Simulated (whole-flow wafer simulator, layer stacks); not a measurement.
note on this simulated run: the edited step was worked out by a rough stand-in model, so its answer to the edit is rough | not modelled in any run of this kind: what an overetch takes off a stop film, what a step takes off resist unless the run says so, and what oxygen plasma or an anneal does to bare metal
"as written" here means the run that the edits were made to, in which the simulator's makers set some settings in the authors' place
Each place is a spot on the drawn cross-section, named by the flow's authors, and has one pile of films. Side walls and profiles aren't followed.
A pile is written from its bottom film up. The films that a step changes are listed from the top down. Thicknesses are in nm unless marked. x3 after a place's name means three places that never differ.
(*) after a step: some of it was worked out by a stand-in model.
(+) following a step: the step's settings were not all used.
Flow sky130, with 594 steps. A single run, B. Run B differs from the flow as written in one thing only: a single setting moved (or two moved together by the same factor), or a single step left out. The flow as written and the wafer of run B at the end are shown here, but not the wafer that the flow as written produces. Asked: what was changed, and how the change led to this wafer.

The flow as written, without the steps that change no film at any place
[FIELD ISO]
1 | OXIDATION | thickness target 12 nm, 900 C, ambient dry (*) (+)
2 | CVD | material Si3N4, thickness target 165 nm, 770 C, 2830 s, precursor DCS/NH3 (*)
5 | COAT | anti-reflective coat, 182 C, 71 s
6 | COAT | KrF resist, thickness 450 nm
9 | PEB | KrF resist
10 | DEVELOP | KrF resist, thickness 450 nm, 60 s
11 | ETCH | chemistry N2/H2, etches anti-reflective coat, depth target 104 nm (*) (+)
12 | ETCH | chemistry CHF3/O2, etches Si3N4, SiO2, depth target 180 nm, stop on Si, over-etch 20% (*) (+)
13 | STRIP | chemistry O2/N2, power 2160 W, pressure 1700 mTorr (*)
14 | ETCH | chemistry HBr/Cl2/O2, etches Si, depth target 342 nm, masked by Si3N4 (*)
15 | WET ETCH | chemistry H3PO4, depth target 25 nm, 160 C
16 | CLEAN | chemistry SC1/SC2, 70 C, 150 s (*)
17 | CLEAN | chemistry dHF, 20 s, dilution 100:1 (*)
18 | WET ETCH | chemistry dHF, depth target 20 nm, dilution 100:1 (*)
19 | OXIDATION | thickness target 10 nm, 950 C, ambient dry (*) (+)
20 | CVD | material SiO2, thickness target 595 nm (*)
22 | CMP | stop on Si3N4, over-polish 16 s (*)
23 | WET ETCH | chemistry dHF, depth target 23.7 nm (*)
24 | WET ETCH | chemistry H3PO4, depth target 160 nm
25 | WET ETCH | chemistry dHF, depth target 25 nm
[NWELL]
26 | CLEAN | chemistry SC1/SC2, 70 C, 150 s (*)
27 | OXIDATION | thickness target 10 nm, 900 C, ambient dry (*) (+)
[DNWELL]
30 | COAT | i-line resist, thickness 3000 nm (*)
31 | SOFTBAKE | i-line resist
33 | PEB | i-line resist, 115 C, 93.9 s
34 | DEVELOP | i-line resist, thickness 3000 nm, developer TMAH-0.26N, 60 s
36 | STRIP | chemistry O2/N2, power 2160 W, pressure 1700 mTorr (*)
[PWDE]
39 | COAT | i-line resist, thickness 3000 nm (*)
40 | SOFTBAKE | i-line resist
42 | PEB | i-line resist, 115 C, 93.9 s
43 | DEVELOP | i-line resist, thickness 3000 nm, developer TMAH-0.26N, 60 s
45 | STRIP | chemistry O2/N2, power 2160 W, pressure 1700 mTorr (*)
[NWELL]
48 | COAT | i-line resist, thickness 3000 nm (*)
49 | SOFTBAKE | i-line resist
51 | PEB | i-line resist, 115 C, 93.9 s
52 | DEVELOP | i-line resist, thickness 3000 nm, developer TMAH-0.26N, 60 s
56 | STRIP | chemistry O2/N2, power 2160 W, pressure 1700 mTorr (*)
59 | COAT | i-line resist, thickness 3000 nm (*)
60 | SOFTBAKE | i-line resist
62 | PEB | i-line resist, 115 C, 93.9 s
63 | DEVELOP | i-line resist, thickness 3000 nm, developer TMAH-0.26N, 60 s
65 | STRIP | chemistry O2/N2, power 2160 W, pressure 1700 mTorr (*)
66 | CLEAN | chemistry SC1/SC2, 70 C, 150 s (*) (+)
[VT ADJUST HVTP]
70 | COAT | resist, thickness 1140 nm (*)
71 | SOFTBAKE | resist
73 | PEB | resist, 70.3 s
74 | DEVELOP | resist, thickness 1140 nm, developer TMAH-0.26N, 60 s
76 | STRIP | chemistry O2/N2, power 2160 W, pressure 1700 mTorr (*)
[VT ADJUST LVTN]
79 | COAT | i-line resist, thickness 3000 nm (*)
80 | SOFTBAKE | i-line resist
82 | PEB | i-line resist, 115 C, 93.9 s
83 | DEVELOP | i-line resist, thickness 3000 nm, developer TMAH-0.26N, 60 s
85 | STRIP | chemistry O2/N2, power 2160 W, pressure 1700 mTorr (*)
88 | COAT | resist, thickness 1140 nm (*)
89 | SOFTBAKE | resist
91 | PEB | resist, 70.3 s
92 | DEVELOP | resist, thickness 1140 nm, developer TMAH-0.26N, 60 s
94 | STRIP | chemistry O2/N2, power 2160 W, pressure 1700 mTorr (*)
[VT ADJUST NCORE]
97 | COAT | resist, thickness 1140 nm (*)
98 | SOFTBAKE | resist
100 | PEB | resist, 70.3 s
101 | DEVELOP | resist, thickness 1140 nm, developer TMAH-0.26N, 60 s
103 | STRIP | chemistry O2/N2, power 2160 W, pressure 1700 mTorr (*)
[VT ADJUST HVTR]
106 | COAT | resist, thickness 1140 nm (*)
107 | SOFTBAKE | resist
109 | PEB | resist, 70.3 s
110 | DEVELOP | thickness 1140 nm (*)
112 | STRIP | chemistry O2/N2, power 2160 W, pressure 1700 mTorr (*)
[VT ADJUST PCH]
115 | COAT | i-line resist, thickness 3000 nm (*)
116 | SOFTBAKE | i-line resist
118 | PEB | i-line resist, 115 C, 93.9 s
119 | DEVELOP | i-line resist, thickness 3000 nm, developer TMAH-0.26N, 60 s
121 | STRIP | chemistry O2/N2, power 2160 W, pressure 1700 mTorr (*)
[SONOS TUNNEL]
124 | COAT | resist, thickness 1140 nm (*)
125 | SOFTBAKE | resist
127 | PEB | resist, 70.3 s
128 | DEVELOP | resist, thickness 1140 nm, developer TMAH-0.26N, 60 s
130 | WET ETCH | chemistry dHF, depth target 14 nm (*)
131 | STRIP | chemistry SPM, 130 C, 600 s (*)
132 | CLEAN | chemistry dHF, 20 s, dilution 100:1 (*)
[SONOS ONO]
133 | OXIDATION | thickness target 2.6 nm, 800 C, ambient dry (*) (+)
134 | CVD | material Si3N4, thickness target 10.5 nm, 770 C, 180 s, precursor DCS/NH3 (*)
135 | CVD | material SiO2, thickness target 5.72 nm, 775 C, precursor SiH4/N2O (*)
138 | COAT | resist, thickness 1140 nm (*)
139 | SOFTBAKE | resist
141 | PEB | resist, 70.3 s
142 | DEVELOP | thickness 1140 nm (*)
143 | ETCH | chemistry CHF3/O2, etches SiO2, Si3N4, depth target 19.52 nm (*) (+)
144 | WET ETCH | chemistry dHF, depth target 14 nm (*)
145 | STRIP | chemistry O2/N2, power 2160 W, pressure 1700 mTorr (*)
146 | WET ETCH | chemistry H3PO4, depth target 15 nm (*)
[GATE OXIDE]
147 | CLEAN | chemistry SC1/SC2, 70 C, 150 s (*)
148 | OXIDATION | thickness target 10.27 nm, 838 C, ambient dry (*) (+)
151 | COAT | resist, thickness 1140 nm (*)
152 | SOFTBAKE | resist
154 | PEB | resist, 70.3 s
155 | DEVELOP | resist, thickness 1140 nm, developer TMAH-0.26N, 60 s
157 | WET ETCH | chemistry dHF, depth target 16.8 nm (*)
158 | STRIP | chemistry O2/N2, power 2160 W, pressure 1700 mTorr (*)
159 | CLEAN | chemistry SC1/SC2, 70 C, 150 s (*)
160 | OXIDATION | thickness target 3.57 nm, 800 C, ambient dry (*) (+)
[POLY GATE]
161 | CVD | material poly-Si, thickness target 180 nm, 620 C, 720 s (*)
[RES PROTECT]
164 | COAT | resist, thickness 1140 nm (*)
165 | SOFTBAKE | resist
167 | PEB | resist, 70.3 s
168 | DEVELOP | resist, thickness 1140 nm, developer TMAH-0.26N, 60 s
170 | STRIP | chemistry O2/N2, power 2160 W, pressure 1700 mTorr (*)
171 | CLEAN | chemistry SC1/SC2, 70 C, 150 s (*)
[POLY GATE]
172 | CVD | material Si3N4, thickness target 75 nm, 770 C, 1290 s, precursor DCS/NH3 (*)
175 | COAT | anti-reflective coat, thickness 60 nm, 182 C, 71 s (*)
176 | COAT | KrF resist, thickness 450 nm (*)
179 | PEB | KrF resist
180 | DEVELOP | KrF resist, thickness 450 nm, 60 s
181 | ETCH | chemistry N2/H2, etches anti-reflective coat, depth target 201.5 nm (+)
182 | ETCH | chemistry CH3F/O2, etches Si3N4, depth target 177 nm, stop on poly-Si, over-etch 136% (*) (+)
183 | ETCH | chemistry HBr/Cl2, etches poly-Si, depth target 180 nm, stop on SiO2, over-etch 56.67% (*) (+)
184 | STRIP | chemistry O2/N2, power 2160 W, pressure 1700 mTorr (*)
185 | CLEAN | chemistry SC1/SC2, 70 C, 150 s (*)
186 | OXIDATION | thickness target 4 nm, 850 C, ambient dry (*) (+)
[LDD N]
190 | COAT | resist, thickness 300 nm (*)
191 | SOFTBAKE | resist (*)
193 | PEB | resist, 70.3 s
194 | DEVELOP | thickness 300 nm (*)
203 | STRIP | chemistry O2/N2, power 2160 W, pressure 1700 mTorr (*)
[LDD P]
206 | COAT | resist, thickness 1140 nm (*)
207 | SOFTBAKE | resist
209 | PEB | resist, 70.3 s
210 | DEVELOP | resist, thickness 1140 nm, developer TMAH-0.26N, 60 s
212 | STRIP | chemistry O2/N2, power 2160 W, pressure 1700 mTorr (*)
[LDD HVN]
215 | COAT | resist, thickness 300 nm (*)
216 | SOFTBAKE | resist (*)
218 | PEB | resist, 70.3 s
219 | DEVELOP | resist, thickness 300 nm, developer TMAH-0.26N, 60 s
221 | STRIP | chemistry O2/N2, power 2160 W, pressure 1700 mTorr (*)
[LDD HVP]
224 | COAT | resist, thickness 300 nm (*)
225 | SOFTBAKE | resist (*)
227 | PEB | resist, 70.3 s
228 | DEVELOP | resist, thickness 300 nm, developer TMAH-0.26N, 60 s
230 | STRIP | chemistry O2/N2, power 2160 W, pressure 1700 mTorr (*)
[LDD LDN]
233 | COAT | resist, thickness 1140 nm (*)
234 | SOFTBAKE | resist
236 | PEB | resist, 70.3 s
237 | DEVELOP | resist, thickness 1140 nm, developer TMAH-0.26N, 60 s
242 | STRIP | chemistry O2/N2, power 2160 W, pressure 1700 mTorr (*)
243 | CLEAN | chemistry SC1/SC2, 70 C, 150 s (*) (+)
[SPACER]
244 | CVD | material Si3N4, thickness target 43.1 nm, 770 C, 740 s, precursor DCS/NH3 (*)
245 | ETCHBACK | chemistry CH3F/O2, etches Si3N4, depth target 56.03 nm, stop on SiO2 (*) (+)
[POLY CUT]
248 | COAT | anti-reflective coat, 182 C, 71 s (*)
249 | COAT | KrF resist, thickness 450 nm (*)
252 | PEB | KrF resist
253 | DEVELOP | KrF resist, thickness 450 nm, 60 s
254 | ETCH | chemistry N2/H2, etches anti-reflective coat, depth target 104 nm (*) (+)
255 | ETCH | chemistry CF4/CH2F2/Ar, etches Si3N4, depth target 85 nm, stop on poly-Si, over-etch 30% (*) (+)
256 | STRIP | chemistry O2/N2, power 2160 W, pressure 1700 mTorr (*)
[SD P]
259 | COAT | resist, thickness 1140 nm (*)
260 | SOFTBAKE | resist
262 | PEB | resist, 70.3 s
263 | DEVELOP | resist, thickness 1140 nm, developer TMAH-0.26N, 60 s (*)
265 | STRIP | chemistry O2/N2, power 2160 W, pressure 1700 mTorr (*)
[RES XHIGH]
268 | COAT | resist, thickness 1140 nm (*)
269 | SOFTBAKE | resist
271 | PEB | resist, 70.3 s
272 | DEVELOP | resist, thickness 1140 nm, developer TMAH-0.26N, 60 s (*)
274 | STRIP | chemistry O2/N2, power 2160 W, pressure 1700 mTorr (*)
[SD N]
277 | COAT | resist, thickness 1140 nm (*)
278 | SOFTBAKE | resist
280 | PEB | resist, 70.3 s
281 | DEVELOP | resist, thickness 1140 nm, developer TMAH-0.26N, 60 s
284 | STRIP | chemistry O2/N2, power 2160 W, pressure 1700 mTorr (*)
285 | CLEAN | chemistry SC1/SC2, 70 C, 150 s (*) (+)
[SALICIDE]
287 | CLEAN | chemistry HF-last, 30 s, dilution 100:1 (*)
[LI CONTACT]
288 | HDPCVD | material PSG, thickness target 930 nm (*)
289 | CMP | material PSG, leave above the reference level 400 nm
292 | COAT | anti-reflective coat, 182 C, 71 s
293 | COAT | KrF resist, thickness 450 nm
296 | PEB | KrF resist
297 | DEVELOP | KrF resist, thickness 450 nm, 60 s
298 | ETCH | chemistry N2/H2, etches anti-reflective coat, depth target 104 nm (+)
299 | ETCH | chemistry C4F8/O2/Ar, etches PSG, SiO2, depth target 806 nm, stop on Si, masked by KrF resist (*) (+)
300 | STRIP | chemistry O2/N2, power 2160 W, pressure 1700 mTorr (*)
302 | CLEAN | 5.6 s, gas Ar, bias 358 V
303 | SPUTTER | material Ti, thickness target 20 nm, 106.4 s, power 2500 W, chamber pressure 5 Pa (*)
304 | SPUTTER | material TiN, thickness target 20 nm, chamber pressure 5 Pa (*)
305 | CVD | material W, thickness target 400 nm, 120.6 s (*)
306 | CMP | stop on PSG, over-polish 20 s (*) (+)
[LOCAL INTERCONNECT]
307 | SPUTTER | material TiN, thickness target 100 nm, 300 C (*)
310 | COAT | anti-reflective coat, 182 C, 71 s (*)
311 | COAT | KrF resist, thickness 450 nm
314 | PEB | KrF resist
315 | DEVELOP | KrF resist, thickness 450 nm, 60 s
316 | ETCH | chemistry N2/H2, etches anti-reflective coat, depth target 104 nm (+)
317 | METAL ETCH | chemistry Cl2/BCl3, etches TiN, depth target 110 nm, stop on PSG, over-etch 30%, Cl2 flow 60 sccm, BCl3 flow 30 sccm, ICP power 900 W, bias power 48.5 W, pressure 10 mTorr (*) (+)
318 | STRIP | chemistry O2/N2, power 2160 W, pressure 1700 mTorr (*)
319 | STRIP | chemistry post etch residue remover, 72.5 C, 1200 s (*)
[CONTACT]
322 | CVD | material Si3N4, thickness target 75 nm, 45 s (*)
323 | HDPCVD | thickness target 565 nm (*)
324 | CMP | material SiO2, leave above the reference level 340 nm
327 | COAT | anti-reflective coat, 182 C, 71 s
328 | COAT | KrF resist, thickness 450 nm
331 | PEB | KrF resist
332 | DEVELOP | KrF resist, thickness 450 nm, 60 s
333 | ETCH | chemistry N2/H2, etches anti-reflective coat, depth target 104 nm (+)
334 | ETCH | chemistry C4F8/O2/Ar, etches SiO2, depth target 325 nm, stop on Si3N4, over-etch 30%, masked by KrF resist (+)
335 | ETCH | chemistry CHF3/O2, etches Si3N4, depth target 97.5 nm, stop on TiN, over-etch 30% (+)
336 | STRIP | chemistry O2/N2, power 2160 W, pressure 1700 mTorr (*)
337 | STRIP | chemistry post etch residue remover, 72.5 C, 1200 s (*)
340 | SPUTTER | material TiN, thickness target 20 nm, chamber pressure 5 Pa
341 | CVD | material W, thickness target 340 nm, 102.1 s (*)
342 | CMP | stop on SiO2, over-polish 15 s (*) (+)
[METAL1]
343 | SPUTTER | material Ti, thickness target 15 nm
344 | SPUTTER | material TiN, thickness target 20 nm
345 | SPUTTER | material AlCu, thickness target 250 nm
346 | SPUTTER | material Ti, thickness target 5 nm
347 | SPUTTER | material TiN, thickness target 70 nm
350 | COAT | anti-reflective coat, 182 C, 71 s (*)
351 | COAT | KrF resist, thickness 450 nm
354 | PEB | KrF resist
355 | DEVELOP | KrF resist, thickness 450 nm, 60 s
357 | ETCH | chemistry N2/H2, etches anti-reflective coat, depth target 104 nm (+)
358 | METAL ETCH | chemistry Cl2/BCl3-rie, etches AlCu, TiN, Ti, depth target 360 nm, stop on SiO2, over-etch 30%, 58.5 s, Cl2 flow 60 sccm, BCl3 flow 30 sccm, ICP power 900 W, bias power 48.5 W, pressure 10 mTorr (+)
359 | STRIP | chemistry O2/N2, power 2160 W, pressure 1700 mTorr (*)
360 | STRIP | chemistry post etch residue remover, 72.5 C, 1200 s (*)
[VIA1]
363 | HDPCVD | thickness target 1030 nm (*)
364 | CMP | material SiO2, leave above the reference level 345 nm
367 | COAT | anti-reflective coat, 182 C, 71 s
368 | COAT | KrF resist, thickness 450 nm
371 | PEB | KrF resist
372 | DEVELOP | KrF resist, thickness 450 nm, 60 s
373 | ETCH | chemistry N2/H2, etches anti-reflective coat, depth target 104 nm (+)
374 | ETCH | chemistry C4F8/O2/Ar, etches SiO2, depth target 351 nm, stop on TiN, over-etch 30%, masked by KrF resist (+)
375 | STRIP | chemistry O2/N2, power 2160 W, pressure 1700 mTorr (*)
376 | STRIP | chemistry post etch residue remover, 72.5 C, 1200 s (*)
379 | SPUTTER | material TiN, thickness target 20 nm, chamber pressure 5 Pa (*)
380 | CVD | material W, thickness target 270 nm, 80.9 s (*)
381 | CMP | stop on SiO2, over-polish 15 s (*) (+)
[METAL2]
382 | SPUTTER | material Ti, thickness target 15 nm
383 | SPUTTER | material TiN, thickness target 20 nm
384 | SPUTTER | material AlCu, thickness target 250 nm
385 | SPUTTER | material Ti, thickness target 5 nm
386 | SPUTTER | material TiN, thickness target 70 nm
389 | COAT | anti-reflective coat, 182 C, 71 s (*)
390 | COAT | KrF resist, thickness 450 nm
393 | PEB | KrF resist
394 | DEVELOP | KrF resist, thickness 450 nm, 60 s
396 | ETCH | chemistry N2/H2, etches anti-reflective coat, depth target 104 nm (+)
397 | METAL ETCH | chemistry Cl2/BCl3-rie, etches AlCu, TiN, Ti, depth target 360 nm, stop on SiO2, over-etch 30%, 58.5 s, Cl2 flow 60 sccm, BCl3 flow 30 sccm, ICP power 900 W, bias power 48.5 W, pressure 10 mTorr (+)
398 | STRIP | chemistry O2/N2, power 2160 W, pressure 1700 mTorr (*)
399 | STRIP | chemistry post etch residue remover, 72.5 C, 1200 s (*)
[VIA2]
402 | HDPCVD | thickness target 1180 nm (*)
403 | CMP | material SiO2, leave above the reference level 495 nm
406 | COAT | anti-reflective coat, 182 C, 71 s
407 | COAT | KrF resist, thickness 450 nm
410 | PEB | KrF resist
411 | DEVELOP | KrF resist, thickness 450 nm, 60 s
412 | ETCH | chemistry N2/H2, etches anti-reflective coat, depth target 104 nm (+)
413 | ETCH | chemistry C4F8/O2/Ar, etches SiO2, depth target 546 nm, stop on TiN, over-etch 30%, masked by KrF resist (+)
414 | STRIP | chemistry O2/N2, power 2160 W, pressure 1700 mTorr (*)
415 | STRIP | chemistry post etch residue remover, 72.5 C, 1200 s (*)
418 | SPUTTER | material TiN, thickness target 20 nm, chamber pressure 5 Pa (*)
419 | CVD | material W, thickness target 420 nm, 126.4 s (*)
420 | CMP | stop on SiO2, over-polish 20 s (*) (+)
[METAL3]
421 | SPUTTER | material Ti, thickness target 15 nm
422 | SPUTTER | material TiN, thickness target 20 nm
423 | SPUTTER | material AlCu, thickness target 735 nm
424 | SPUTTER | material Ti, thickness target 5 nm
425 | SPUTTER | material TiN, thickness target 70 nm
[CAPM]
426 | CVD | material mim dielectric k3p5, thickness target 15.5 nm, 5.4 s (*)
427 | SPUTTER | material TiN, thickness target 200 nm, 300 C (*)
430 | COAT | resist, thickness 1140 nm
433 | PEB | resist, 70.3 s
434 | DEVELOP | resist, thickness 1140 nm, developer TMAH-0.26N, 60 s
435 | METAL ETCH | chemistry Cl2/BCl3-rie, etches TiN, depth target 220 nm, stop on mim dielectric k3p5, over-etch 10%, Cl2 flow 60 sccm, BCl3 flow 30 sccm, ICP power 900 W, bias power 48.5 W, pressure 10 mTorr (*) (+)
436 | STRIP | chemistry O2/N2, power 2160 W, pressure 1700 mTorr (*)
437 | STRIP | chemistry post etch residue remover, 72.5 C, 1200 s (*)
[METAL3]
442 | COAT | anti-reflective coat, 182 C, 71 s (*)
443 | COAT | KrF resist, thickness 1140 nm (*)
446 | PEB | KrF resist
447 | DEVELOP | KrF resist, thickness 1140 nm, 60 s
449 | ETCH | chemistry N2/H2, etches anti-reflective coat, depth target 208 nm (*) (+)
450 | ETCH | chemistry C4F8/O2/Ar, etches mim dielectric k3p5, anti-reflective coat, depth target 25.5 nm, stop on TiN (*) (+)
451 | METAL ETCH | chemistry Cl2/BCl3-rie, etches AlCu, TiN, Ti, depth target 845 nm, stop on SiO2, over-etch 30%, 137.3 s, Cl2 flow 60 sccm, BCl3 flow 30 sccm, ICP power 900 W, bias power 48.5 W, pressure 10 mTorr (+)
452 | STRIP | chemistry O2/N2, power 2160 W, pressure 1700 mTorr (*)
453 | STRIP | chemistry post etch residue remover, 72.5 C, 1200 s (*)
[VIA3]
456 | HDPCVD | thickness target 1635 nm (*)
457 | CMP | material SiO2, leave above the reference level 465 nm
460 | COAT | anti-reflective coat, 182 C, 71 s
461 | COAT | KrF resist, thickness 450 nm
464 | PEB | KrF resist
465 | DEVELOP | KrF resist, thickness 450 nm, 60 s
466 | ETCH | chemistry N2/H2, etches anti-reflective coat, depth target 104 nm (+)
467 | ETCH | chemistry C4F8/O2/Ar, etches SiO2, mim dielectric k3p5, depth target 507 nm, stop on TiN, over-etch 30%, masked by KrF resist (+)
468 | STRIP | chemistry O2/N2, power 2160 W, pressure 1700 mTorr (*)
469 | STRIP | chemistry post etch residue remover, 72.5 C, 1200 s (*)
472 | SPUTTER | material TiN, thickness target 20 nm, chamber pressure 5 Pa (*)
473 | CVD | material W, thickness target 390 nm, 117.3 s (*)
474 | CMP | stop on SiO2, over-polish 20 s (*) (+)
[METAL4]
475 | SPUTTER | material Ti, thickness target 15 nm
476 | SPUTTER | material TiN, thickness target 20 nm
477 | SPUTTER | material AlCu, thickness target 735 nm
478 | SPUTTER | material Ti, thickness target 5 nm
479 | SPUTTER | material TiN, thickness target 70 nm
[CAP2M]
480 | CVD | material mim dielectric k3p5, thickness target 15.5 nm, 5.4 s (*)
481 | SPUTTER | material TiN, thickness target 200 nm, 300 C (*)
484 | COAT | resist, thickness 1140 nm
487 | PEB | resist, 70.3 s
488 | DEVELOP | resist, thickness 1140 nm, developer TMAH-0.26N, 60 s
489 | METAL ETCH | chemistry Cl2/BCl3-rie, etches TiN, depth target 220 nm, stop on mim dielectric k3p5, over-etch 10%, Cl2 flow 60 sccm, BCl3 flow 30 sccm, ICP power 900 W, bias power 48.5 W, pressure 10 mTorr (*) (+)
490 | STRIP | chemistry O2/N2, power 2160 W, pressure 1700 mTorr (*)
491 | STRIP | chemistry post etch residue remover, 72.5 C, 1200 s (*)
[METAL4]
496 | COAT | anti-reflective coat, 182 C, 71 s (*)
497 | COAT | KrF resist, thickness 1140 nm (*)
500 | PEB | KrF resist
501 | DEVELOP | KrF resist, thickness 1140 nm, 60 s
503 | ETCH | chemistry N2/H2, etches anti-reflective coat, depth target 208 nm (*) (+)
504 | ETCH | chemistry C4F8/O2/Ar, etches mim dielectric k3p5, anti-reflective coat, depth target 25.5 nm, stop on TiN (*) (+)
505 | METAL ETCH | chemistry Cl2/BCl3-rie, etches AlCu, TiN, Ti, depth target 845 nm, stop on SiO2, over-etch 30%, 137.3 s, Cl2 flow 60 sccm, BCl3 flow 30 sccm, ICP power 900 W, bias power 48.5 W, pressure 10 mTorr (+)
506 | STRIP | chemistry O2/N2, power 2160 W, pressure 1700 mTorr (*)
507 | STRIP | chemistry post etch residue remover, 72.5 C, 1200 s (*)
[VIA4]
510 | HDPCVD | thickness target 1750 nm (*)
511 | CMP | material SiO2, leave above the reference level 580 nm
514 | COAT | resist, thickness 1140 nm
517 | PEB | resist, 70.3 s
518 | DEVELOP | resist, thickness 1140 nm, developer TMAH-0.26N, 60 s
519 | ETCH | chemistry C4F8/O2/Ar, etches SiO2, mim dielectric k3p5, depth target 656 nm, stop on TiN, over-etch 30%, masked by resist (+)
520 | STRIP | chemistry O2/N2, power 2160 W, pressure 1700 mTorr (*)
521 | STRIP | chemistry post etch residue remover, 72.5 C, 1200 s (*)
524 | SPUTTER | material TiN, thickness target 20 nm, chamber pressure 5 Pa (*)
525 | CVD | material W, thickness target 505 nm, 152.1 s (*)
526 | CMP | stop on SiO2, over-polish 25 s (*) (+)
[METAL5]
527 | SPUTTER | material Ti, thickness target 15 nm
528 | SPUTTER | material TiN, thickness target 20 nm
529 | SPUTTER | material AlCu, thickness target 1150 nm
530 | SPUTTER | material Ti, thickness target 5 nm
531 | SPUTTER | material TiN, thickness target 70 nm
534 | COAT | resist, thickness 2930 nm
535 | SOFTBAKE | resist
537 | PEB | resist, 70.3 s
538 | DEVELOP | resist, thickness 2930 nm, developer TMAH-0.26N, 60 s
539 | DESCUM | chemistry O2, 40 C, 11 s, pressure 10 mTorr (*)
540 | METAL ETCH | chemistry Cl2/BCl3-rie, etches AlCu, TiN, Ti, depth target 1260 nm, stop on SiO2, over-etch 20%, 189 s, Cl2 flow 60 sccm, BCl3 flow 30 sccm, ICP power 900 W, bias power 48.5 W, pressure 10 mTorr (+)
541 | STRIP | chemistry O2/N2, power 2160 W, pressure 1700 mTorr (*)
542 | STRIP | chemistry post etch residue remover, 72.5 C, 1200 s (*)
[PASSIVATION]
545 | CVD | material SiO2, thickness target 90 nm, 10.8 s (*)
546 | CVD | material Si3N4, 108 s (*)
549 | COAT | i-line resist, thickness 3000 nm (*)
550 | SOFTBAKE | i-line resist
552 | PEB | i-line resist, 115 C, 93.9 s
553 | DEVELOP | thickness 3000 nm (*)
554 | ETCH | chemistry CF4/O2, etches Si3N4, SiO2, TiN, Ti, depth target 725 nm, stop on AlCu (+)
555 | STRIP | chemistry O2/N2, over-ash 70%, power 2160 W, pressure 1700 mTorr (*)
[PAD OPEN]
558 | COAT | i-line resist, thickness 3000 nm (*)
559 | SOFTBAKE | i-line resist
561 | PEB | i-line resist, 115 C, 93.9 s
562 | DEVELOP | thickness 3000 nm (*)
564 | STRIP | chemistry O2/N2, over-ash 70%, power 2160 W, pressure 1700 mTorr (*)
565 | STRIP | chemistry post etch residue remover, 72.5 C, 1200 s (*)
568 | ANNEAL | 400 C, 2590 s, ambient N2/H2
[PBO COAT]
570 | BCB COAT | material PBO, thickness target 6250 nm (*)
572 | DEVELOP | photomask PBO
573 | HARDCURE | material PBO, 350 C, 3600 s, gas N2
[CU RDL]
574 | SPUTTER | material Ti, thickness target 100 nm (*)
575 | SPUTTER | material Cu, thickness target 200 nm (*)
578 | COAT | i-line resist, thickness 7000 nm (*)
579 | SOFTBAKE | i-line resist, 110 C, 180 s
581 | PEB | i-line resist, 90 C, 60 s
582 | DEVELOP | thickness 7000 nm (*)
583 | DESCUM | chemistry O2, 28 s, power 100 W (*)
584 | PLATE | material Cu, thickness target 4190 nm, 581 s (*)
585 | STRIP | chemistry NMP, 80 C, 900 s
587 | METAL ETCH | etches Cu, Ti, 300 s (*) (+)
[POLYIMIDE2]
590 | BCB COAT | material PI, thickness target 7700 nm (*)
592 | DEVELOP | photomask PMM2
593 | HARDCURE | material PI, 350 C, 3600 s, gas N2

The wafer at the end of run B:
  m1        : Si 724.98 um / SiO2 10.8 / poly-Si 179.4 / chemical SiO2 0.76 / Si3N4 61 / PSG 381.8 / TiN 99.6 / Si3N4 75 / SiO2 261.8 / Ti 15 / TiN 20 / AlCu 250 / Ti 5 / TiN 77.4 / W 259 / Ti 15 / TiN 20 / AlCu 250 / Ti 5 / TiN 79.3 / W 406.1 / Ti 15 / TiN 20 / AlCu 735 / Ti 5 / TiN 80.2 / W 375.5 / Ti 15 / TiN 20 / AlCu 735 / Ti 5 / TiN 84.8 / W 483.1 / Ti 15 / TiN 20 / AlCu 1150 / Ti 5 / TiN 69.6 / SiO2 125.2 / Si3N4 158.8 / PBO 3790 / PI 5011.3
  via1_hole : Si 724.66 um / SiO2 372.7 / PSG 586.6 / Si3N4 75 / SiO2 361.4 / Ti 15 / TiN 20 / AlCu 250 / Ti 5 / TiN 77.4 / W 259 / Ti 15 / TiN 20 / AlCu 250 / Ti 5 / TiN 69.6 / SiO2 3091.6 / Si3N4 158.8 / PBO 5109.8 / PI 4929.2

What caused this: step 379, SPUTTER: thickness target 15 nm was run, whereas the flow has thickness target 20 nm.

How this came from the change, step by step:
  379 | SPUTTER | material TiN, thickness target 20 nm, chamber pressure 5 Pa (*)
      field, active, n_well and 186 more: TiN gains 15 (new film) (in the flow as written it would be: TiN gains 20 (new film))
      m1: TiN gains 8.24 (in the flow as written it would be: TiN gains 11)
      (as well as at 1 more place)
  381 | CMP | stop on SiO2, over-polish 15 s (*) (+)
      field, active, n_well and 186 more: W loses 270 (all of it), TiN loses 15 (all of it), SiO2 loses 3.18 (in the flow as written it would be: W loses 270 (all of it), TiN loses 20 (all of it), SiO2 loses 3.18)
